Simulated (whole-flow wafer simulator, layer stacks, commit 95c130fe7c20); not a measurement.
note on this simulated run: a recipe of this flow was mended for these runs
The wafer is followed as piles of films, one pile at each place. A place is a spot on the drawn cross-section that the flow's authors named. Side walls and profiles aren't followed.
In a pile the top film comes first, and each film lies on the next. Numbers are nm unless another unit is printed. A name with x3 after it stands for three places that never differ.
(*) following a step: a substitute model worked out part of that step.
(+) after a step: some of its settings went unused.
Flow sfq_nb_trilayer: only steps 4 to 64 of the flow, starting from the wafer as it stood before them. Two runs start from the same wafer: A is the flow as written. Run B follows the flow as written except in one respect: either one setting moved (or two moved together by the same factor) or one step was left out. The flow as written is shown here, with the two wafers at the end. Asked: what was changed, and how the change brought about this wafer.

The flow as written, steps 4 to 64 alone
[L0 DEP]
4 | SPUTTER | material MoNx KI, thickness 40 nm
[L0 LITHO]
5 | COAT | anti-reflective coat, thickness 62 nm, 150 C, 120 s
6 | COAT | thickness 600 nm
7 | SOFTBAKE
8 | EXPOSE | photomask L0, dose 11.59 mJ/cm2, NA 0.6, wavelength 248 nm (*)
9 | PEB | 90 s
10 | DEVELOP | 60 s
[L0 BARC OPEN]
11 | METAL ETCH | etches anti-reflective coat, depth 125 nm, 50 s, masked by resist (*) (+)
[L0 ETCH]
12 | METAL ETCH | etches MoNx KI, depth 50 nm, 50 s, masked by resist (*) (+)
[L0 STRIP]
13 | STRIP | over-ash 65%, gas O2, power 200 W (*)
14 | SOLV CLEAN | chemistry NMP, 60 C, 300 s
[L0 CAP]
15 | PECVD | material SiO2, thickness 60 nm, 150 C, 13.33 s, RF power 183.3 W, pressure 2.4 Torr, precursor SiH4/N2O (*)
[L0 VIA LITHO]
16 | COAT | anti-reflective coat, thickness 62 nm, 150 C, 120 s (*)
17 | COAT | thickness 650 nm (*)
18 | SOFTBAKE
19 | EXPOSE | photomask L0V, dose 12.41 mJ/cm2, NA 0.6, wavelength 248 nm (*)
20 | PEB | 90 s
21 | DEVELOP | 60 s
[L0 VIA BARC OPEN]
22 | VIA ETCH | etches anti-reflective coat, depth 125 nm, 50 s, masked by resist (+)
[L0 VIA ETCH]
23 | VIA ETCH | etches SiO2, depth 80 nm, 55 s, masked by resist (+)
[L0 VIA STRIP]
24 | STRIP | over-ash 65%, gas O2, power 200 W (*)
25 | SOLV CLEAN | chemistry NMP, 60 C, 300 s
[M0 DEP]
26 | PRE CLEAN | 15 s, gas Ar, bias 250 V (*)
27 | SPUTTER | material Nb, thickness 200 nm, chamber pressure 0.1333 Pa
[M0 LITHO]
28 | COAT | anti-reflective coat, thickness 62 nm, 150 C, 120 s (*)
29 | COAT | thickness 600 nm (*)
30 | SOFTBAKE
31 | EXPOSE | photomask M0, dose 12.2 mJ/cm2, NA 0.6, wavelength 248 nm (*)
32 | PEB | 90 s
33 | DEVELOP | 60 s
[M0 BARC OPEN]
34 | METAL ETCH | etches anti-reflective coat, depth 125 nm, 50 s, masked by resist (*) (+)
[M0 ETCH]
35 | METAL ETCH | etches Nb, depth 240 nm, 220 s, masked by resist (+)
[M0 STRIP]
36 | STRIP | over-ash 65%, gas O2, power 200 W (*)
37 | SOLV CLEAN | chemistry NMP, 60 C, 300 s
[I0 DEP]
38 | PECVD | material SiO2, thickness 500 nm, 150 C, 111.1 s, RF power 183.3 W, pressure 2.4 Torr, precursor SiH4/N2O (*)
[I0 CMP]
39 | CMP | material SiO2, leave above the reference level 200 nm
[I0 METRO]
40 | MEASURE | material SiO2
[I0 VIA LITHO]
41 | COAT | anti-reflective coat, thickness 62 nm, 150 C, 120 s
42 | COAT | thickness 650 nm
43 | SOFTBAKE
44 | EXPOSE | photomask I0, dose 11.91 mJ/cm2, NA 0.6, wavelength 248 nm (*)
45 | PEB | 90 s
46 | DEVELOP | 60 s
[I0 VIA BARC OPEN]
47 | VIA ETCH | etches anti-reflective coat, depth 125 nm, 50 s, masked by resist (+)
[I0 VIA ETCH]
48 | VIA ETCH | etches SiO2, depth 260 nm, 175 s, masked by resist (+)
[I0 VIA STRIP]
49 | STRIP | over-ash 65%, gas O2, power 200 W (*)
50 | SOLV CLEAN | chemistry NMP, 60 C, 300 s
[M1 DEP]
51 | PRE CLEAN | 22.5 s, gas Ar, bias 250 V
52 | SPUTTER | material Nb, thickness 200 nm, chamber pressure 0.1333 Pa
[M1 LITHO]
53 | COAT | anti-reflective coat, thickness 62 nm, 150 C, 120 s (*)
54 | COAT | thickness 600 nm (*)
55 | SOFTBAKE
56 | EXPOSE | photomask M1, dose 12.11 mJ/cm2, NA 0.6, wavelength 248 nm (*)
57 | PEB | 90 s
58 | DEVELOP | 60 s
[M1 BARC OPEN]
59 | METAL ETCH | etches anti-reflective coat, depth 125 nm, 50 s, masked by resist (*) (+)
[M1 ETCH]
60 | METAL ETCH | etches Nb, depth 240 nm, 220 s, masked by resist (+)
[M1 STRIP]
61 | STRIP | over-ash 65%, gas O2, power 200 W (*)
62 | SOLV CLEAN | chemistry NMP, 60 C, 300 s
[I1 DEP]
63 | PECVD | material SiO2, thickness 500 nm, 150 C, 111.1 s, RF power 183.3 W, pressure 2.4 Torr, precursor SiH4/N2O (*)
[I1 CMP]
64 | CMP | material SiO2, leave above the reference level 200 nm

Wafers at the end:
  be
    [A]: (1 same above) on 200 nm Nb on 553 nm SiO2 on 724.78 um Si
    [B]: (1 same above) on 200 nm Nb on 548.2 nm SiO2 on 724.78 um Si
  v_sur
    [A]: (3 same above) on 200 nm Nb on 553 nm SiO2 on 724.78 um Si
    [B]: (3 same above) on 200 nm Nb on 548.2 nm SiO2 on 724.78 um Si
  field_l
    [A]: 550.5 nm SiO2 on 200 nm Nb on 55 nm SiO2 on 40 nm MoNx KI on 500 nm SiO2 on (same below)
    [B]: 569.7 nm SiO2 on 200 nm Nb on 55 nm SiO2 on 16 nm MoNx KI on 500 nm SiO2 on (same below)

Cause: step 4, SPUTTER: thickness 16 nm was run, while the flow as written has thickness 40 nm.
The wafer lets one read it off: field_l has MoNx KI 16, and step 4 as written asks for 40 nm.

Step by step, how the change led to this:
  4 | SPUTTER | material MoNx KI, thickness 40 nm
      field_l, v_sur, via_wl and 103 more: A +40 MoNx KI (new film) | B +16 MoNx KI (new film)
  12 | METAL ETCH | etches MoNx KI, depth 50 nm, 50 s, masked by resist (*) (+)
      v_sur, via_wl, via_w and 97 more: A -40 MoNx KI (all of it), -2 SiO2 | B -16 MoNx KI (all of it), -6.8 SiO2
  16 | COAT | anti-reflective coat, thickness 62 nm, 150 C, 120 s (*)
      l0r_line_l, l0r_line_c: A +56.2 anti-reflective coat (new film) | B +58.6 anti-reflective coat (new film)
      field_l: A +50 anti-reflective coat (new film) | B +55.2 anti-reflective coat (new film)
      (also at 8 further places)
  22 | VIA ETCH | etches anti-reflective coat, depth 125 nm, 50 s, masked by resist (+)
      l0v: A -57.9 anti-reflective coat (all of it), -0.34 SiO2 | B -59.4 anti-reflective coat (all of it), -0.33 SiO2
  24 | STRIP | over-ash 65%, gas O2, power 200 W (*)
      field_l: A -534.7 KrF-resist-other-grade (all of it), -50 anti-reflective coat (all of it) | B -538.1 KrF-resist-other-grade (all of it), -55.2 anti-reflective coat (all of it)
      v_sur: A -544.6 KrF-resist-other-grade (all of it), -78.1 anti-reflective coat (all of it) | B -543.1 KrF-resist-other-grade (all of it), -70.9 anti-reflective coat (all of it)
      (also at 8 further places)
  28 | COAT | anti-reflective coat, thickness 62 nm, 150 C, 120 s (*)
      l0r_line_c, l0r_line_r: A +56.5 anti-reflective coat (new film) | B +58.7 anti-reflective coat (new film)
      field_l: A +50.5 anti-reflective coat (new film) | B +55.5 anti-reflective coat (new film)
      (also at 8 further places)
  36 | STRIP | over-ash 65%, gas O2, power 200 W (*)
      l0r_line_c, l0r_line_r: A -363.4 KrF-resist-other-grade (all of it), -56.5 anti-reflective coat (all of it) | B -364 KrF-resist-other-grade (all of it), -58.7 anti-reflective coat (all of it)
      field_l: A -357.4 KrF-resist-other-grade (all of it), -50.5 anti-reflective coat (all of it) | B -360.8 KrF-resist-other-grade (all of it), -55.5 anti-reflective coat (all of it)
      (also at 8 further places)
  39 | CMP | material SiO2, leave above the reference level 200 nm
      field_l, l0_sur, l0r_line_l, l0r_line_c, l0r_line_r: A -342 SiO2 | B -322.8 SiO2
      l0v: A -277.4 SiO2 | B -258.2 SiO2
